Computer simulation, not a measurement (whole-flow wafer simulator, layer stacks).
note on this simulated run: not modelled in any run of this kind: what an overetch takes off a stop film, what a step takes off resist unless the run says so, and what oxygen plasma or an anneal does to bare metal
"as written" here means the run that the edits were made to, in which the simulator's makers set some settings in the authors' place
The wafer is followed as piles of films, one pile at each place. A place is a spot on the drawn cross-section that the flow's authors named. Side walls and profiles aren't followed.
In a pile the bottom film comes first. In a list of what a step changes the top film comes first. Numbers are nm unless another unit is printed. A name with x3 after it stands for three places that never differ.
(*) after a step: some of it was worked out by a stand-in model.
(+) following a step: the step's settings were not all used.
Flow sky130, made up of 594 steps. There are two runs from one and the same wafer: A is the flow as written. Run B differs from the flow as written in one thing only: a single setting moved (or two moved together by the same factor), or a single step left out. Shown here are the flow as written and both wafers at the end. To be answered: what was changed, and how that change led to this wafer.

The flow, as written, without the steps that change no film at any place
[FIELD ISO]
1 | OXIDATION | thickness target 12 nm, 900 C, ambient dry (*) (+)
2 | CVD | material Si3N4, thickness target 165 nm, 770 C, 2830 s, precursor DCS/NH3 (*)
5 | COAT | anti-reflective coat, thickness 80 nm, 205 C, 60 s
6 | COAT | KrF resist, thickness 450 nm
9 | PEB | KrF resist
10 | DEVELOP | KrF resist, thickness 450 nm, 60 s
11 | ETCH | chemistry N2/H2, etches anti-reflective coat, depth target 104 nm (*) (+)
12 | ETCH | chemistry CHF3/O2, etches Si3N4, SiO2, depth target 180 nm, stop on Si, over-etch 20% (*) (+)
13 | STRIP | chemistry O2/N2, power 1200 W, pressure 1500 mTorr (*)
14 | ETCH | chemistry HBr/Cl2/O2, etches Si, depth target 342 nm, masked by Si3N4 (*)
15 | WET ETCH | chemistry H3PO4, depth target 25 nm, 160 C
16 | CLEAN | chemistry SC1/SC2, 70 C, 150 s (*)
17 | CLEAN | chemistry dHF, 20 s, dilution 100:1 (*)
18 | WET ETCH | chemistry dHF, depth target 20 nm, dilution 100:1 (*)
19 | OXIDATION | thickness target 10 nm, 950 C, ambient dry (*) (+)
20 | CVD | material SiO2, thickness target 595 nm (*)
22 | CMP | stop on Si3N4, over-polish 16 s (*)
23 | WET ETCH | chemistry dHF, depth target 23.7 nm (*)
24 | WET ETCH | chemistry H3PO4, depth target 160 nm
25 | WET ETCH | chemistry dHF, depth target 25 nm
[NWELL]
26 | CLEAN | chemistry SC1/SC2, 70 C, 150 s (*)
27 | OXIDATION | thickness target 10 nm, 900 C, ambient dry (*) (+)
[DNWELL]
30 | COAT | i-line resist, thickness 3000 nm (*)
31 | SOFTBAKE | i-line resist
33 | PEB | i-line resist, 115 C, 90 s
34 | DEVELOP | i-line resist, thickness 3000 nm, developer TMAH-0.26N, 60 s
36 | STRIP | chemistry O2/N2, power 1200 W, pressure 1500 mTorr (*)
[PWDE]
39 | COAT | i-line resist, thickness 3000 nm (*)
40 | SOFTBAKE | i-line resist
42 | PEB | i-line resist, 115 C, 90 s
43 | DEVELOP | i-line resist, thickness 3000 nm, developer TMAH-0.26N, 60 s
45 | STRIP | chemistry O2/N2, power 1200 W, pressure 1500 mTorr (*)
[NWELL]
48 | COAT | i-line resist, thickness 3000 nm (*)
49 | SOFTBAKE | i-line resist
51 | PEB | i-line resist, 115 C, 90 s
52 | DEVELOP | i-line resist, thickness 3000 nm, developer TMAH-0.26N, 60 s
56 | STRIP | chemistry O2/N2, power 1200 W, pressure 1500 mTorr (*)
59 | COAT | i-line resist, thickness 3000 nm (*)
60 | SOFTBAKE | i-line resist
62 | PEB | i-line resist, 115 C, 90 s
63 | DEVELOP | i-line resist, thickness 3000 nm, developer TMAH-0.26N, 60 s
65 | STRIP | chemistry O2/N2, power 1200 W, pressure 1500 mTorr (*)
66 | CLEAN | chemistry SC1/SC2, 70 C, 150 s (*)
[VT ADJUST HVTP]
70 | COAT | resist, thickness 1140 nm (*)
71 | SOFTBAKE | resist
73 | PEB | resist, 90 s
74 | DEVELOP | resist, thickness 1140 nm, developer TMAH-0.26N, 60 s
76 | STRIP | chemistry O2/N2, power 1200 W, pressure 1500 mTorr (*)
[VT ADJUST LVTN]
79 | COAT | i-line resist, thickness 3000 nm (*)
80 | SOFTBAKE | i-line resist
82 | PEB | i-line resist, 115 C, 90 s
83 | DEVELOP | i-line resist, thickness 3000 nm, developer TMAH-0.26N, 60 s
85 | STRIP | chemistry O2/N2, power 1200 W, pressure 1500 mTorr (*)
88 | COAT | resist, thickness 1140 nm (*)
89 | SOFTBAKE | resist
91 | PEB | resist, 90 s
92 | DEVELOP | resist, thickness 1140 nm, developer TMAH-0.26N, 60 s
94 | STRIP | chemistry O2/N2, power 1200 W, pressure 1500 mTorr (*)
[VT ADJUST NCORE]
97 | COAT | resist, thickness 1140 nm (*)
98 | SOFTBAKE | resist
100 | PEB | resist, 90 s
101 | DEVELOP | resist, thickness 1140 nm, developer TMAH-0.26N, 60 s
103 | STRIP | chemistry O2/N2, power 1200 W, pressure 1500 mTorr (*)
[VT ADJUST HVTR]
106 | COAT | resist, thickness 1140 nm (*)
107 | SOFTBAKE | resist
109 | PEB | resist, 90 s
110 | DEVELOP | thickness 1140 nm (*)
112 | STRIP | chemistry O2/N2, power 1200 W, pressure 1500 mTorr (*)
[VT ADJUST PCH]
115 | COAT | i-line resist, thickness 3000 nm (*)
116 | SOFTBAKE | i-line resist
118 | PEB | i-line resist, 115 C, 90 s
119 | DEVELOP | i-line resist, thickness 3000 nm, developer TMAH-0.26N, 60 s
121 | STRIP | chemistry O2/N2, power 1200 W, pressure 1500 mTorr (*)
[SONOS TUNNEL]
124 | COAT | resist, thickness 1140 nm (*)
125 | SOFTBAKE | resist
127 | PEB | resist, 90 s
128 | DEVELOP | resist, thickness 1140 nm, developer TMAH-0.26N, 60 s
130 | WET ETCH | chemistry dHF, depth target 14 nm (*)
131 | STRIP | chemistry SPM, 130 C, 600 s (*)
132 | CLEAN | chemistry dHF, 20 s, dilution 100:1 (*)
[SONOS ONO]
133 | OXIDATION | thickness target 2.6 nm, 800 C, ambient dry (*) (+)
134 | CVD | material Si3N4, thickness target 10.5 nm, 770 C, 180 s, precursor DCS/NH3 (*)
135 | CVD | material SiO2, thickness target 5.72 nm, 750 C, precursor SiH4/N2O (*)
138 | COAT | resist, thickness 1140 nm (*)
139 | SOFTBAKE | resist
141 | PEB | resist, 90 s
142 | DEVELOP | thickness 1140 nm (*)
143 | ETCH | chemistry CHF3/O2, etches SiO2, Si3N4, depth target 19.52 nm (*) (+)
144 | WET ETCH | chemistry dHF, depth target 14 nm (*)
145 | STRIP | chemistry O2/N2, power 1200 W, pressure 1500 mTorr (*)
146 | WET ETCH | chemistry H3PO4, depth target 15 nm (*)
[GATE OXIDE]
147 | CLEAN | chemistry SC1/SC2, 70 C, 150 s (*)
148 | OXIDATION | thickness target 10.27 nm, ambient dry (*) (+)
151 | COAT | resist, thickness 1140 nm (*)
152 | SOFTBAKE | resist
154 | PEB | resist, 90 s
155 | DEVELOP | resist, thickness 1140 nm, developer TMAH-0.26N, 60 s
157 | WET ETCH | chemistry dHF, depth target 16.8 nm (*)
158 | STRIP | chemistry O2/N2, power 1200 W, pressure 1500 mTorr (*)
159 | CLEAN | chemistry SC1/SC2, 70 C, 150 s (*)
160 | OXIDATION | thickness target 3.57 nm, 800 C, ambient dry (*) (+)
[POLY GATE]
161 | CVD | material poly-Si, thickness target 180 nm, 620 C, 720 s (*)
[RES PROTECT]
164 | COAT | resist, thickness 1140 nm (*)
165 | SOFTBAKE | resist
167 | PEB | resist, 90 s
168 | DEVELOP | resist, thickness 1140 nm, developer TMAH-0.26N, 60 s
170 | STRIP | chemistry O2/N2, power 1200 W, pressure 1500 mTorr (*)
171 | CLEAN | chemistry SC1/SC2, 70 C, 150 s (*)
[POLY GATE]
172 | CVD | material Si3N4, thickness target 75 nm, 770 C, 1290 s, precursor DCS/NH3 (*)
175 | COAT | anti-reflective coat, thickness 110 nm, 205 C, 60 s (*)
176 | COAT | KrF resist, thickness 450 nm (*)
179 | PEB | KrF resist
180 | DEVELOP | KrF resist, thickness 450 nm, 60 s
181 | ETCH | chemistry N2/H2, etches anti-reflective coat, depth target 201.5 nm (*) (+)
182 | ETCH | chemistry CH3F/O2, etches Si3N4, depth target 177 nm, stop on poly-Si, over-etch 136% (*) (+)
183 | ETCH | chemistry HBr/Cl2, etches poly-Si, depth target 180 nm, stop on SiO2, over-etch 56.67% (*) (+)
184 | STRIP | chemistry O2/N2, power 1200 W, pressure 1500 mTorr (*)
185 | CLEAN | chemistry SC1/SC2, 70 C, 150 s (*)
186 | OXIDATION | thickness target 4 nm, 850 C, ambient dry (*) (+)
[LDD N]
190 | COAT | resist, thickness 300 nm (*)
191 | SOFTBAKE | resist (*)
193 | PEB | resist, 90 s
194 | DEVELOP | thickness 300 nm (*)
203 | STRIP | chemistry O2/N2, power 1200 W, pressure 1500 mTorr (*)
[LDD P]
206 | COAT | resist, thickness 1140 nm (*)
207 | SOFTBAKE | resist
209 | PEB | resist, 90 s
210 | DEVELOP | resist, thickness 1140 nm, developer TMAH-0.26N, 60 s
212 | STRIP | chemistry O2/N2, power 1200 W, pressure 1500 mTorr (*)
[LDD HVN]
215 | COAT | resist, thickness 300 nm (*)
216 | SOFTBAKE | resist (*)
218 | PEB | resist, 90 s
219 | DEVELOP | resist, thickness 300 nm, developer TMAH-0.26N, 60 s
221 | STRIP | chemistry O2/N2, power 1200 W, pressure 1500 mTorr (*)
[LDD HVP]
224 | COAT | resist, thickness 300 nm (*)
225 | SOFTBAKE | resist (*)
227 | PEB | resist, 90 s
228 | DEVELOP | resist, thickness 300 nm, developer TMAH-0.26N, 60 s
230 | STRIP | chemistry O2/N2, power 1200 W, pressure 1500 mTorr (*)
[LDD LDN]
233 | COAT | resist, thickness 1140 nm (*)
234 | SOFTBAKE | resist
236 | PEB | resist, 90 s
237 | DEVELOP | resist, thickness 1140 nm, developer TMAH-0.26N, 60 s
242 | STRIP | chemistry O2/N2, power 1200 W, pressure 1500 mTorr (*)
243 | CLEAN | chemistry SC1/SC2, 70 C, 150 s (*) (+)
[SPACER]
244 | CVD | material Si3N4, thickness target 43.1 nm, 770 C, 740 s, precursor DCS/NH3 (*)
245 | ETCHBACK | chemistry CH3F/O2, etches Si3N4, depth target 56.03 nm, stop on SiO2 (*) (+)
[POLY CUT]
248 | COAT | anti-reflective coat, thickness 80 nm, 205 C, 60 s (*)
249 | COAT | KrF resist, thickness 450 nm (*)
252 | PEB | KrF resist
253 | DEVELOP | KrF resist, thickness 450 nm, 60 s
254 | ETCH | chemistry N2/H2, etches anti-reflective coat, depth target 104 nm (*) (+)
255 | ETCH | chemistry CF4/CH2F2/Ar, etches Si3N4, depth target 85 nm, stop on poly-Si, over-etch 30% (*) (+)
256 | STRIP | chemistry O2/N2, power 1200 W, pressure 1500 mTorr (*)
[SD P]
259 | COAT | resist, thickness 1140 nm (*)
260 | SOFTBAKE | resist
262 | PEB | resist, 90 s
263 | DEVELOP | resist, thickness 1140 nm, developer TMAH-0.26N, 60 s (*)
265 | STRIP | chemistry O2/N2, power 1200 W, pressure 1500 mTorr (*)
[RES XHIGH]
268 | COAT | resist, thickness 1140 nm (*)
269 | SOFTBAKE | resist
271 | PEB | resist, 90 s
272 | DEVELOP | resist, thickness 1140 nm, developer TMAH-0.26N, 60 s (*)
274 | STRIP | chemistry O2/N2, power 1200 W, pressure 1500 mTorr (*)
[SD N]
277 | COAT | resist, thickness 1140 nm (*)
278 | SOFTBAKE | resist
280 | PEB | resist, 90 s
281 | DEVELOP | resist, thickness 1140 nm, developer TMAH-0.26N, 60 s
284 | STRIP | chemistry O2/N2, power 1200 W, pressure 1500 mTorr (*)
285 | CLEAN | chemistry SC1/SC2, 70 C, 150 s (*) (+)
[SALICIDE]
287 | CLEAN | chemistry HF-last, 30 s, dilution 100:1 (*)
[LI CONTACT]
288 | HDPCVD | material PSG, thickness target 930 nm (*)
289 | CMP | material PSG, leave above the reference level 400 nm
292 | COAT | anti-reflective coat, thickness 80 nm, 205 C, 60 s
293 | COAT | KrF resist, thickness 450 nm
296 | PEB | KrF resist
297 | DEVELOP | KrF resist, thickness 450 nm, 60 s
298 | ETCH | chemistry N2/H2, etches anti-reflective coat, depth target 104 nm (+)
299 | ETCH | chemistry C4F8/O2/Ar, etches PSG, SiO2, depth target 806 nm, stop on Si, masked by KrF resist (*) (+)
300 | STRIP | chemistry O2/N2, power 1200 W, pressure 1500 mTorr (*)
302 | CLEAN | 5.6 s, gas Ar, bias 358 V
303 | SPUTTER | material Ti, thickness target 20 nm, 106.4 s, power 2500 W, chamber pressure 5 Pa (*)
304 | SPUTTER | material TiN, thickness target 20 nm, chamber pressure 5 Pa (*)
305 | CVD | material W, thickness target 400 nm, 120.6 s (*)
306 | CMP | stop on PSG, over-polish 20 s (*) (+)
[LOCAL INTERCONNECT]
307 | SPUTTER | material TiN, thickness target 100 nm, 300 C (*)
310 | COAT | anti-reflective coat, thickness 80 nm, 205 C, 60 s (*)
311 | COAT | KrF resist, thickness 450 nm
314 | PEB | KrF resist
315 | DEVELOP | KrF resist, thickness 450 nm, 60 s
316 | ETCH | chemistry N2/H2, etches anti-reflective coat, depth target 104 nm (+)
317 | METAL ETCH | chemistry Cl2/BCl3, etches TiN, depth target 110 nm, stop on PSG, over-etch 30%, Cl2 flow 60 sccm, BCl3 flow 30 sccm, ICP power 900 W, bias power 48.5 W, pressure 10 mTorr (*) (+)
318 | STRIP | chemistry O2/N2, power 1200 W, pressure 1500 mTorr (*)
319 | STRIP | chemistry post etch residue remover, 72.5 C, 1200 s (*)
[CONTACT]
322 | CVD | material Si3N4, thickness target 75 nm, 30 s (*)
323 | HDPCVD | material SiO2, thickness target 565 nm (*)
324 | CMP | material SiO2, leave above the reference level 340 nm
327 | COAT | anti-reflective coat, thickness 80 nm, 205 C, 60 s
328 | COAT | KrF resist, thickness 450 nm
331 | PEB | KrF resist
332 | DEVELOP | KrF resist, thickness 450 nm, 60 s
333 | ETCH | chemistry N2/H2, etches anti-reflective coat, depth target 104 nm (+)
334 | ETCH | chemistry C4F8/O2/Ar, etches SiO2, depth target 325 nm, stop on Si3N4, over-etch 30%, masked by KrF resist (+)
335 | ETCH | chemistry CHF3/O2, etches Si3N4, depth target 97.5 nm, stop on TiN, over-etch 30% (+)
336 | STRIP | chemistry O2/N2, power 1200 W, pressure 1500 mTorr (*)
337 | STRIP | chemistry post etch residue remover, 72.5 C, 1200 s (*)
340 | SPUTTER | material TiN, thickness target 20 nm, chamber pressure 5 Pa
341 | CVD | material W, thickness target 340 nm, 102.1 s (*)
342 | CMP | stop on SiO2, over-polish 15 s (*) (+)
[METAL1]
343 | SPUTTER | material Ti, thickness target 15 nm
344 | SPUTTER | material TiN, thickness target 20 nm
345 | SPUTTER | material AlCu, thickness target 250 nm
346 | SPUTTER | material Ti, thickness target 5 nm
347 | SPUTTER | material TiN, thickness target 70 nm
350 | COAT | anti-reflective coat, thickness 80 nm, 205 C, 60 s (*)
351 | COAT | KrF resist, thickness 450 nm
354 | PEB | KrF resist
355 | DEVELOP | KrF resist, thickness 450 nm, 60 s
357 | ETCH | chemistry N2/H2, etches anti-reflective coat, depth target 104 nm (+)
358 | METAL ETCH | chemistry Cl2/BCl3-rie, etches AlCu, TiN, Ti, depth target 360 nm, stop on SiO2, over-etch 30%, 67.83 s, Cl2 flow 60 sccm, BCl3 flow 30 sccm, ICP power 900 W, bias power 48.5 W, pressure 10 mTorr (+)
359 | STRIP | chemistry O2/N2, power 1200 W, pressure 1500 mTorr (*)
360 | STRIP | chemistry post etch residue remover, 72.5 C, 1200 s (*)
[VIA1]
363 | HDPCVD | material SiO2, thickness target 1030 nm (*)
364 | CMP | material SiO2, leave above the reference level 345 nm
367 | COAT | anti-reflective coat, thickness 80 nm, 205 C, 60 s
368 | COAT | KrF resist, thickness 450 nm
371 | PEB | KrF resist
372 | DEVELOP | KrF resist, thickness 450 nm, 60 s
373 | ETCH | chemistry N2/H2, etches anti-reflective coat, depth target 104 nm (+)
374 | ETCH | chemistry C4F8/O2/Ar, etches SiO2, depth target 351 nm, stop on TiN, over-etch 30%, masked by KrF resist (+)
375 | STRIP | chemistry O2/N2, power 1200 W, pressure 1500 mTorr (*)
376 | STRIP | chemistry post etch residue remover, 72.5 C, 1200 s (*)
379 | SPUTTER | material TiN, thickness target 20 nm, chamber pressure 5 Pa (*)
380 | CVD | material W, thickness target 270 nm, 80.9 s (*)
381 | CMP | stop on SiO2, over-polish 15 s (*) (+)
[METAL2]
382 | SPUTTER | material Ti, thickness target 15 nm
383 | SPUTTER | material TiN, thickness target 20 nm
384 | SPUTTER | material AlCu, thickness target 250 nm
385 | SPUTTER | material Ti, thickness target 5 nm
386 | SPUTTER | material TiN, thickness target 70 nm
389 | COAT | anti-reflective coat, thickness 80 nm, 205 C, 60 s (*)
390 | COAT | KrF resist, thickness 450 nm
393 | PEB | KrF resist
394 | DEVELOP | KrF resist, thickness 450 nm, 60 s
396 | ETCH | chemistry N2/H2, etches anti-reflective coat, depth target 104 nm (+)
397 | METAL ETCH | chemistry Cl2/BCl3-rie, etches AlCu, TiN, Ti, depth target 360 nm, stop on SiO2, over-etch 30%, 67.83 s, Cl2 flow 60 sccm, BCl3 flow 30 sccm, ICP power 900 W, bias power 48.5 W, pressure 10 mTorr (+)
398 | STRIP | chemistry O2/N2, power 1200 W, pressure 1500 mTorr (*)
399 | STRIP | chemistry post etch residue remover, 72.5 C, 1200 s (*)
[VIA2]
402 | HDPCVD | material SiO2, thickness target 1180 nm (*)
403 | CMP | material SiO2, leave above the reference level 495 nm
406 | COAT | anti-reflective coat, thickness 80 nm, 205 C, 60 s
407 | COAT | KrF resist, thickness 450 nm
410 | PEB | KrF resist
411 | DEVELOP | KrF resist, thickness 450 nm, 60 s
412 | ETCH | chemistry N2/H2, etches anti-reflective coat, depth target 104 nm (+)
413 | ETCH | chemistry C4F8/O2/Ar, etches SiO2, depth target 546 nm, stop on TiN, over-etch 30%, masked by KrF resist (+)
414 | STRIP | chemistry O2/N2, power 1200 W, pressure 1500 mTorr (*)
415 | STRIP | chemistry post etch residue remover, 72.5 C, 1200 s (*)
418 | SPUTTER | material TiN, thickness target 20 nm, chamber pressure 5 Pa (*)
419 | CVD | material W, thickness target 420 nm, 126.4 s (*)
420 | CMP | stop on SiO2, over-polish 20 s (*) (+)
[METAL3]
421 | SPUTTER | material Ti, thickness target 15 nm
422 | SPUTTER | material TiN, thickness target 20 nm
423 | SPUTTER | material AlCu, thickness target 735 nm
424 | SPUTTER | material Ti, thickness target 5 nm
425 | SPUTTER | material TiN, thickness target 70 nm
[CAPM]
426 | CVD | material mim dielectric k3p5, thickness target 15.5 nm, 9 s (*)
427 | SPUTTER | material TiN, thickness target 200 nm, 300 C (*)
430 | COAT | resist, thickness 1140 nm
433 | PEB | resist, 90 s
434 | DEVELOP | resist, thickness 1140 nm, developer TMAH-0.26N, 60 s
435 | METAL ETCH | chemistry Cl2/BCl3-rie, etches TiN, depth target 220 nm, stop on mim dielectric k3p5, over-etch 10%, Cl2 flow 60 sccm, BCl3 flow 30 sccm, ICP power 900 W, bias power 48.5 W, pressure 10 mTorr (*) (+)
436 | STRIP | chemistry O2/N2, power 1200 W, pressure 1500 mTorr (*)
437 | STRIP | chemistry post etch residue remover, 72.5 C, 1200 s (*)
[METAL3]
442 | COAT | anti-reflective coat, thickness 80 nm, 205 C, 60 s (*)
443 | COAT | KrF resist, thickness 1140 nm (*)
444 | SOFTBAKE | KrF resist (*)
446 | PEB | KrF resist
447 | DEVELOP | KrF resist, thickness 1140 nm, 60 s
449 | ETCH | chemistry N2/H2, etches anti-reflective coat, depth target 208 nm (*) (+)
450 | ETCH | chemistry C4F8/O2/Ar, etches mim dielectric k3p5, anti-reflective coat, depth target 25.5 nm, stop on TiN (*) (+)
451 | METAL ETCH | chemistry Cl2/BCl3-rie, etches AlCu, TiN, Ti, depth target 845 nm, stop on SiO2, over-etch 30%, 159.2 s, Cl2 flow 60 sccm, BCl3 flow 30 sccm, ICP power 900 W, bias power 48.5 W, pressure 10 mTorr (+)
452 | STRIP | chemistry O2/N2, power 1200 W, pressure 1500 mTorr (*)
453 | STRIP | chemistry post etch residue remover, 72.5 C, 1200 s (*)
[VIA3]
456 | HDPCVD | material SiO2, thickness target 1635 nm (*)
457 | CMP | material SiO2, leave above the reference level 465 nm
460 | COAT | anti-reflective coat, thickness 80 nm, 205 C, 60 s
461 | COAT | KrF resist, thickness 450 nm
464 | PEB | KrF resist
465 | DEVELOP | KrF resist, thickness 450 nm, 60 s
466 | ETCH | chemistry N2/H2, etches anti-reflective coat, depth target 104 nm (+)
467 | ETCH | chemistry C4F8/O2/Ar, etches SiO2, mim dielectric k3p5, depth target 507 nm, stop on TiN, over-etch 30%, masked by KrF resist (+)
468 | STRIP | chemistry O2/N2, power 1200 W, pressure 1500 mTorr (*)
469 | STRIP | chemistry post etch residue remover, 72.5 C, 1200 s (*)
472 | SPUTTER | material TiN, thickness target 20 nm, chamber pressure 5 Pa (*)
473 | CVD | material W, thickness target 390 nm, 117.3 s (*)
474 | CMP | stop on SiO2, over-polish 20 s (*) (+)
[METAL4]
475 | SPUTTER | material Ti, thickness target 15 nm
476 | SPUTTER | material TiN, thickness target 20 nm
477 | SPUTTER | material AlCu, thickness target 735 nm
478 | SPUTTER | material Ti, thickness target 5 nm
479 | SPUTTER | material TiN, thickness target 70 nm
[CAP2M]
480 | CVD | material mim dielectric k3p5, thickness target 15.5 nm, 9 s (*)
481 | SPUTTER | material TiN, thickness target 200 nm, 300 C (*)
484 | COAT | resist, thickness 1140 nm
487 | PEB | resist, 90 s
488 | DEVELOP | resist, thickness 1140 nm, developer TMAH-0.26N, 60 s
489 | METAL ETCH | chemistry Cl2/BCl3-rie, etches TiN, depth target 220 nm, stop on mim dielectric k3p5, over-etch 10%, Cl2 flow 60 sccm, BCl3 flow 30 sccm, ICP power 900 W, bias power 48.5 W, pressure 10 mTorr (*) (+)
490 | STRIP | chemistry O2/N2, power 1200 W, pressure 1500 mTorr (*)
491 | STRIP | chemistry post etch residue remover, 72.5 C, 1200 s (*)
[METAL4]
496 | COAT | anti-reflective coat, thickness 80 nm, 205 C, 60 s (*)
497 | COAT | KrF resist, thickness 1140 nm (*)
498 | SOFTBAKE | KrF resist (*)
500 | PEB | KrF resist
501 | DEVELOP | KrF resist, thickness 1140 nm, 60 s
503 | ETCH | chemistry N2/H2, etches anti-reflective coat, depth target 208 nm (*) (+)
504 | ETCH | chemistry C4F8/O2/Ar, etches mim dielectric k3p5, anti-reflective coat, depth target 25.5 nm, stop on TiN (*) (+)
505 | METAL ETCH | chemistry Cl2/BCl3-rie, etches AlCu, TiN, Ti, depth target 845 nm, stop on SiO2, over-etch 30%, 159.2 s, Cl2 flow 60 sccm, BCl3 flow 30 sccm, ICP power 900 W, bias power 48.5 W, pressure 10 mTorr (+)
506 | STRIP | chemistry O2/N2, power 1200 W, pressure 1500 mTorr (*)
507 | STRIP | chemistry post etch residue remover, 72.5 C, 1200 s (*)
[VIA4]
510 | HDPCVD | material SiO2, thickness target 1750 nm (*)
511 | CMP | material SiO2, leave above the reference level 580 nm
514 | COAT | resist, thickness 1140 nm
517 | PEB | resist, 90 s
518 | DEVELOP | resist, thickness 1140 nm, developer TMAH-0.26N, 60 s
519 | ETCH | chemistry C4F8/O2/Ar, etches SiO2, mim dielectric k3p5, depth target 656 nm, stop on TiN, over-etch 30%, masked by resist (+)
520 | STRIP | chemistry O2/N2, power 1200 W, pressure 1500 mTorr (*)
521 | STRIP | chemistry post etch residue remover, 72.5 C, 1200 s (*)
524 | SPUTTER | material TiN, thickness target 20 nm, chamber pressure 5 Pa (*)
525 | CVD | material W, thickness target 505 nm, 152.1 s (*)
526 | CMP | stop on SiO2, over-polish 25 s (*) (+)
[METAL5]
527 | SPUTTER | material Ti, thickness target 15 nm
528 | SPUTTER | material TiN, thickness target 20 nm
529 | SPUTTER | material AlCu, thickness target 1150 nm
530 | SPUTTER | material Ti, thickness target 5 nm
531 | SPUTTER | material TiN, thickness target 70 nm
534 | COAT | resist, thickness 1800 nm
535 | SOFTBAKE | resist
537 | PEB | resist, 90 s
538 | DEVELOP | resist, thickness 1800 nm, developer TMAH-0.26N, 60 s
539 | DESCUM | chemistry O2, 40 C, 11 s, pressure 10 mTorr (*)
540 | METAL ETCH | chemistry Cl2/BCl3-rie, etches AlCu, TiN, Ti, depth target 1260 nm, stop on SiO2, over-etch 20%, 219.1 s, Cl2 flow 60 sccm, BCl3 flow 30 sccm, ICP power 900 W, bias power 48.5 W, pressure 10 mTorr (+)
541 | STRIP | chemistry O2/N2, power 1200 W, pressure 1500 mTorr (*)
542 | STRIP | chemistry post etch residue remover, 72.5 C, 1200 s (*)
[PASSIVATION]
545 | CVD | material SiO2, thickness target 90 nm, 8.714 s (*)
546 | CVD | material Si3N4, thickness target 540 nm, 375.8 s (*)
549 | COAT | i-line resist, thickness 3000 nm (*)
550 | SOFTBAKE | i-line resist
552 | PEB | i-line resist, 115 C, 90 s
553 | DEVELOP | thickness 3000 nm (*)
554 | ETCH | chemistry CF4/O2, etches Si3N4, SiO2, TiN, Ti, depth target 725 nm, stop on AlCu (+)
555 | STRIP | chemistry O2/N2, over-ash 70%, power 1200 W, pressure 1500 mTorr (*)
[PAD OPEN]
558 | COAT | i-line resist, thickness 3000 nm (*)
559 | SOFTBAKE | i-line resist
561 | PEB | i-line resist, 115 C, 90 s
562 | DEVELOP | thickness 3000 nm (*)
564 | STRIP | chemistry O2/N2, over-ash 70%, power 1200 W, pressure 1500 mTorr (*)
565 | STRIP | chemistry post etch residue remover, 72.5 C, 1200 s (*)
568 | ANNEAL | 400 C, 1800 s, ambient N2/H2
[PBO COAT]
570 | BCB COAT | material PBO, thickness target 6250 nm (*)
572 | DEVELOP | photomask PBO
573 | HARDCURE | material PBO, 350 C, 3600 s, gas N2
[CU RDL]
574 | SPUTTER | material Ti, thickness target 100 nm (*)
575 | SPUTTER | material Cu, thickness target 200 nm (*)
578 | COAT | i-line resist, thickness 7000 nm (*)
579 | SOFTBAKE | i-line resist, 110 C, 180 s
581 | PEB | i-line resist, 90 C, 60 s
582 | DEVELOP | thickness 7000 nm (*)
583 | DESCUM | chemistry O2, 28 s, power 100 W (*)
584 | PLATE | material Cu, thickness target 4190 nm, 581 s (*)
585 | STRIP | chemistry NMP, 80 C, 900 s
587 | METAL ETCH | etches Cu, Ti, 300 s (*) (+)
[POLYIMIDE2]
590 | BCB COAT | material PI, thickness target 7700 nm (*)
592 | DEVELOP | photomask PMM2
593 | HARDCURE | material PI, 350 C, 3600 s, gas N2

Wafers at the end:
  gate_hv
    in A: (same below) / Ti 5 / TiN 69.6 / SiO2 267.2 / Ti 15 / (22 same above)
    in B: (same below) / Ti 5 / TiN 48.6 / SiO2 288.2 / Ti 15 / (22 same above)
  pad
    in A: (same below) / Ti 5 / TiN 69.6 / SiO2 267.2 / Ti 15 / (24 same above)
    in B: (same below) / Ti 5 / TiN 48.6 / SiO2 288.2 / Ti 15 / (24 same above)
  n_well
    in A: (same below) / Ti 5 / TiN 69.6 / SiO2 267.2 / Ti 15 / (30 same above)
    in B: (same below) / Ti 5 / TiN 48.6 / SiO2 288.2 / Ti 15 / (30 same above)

What caused this: step 347, SPUTTER: thickness target 49 nm was run, while the flow as written has thickness target 70 nm.

Step by step, how the change led to this:
  347 | SPUTTER | material TiN, thickness target 70 nm
      field, active, n_well and 188 more: A TiN gains 70 (new film) | B TiN gains 49 (new film)
  358 | METAL ETCH | chemistry Cl2/BCl3-rie, etches AlCu, TiN, Ti, depth target 360 nm, stop on SiO2, over-etch 30%, 67.83 s, Cl2 flow 60 sccm, BCl3 flow 30 sccm, ICP power 900 W, bias power 48.5 W, pressure 10 mTorr (+)
      field, active, gate and 81 more: A TiN loses 68.7 (all of it), Ti loses 5 (all of it), AlCu loses 250 (all of it), TiN loses 20 (all of it), Ti loses 15 (all of it), SiO2 loses 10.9 | B TiN loses 47.7 (all of it), Ti loses 5 (all of it), AlCu loses 250 (all of it), TiN loses 20 (all of it), Ti loses 15 (all of it), SiO2 loses 13
  364 | CMP | material SiO2, leave above the reference level 345 nm
      n_well, p_well, gate_hv and 100 more: A SiO2 loses 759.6 | B SiO2 loses 738.6
      poly_licon, ndiff_licon, ndiff_licon_cpp, rpo_hd_licon: A SiO2 loses 759 | B SiO2 loses 738
  374 | ETCH | chemistry C4F8/O2/Ar, etches SiO2, depth target 351 nm, stop on TiN, over-etch 30%, masked by KrF resist (+)
      m1, via1_hole: A SiO2 loses 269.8 (all of it) | B SiO2 loses 290.8 (all of it)
  380 | CVD | material W, thickness target 270 nm, 80.9 s (*)
      m1, via1_hole: A W gains 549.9 (new film) | B W gains 571.3 (new film)
